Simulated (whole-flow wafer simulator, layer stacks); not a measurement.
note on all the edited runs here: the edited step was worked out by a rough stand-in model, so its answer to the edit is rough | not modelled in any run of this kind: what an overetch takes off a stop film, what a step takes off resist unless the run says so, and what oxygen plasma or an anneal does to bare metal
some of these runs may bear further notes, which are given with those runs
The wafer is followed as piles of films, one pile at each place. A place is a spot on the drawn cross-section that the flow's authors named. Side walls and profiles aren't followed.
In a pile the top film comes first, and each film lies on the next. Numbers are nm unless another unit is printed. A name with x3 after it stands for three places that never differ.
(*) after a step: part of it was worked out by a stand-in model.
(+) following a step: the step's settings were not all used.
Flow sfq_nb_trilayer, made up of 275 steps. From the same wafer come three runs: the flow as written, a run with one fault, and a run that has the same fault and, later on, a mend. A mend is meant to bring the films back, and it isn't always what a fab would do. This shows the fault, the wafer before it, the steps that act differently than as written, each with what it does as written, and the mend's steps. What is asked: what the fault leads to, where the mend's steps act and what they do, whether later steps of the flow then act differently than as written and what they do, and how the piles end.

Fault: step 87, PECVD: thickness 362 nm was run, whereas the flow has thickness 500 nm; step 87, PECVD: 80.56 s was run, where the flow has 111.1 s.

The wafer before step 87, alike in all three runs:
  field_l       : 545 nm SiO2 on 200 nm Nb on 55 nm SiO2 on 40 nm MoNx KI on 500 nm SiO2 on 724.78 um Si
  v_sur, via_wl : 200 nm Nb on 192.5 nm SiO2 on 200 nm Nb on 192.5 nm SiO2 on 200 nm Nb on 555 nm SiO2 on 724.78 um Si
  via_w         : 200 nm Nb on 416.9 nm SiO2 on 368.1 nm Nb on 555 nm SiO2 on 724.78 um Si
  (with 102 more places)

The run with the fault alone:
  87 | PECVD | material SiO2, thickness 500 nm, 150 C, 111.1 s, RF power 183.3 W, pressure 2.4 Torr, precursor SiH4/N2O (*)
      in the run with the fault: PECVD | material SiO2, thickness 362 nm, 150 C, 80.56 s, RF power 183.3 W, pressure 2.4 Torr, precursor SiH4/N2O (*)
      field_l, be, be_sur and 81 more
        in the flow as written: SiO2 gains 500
        in the run with the fault: SiO2 gains 362
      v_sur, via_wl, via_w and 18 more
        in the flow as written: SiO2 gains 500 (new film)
        in the run with the fault: SiO2 gains 362 (new film)
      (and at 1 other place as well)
  Steps later in the flow that act otherwise than as written (11 more steps, not shown, differ only slightly: by at most 2% or 0.5 nm, whichever is larger):
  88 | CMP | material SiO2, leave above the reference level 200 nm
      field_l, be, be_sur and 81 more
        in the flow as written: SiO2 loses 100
        in the run with the fault: nothing
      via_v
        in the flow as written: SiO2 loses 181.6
        in the run with the fault: nothing
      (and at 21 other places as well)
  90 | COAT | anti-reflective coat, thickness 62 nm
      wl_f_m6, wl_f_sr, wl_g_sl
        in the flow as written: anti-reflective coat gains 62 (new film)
        in the run with the fault: anti-reflective coat gains 64.2 (new film)
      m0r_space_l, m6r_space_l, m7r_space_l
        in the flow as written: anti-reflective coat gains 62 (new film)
        in the run with the fault: anti-reflective coat gains 67.4 (new film)
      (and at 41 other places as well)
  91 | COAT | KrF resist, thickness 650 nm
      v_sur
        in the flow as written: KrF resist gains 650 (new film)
        in the run with the fault: KrF resist gains 636.9 (new film)
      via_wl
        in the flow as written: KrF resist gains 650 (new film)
        in the run with the fault: KrF resist gains 634.7 (new film)
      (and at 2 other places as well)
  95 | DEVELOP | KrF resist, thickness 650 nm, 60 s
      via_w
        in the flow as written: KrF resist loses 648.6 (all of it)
        in the run with the fault: KrF resist loses 635.6 (all of it)
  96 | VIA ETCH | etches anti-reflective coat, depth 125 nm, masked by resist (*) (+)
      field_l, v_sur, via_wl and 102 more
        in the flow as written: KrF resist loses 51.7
        in the run with the fault: KrF resist loses 49.2
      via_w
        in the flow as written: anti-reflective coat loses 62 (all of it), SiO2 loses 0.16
        in the run with the fault: anti-reflective coat loses 59 (all of it), SiO2 loses 0.15
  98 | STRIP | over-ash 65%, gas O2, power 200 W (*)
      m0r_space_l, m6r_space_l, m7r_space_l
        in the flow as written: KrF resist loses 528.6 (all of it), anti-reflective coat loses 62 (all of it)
        in the run with the fault: KrF resist loses 535.2 (all of it), anti-reflective coat loses 67.4 (all of it)
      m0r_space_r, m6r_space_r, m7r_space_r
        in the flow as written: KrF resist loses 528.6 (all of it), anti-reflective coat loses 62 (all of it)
        in the run with the fault: KrF resist loses 535.1 (all of it), anti-reflective coat loses 67.5 (all of it)
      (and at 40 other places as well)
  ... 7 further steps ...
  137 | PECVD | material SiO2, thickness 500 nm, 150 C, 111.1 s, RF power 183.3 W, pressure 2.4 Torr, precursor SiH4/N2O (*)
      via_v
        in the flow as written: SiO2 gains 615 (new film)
        in the run with the fault: SiO2 gains 629.9 (new film)
  At via_v, p4_w1, p4_w2 and 7 more, the piles at the end differ from the flow's by more than 2% or 0.5 nm, whichever is larger.
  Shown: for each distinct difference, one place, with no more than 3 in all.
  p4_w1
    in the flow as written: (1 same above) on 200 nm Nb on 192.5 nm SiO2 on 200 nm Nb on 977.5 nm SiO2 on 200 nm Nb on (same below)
    in the run with the fault: (1 same above) on 200 nm Nb on 230.5 nm SiO2 on 200 nm Nb on 939.5 nm SiO2 on 200 nm Nb on (same below)
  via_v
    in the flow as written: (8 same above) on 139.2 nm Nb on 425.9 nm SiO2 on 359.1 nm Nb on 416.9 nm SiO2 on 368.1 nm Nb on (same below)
    in the run with the fault: (8 same above) on 139.2 nm Nb on 440.8 nm SiO2 on 356.5 nm Nb on 404.7 nm SiO2 on 368.1 nm Nb on (same below)

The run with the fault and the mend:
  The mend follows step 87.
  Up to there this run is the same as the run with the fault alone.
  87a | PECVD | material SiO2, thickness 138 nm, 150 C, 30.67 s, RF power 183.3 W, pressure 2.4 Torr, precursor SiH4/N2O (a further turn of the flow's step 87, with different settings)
      field_l, v_sur, via_wl and 102 more
        SiO2 gains 138
      via_v
        SiO2 gains 131.5
  Steps later in the flow that act otherwise than as written:
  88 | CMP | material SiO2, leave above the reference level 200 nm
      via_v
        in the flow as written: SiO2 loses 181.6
        in the run with the mend: SiO2 loses 119.3
  The piles end the same as the flow's at every place that both follow.
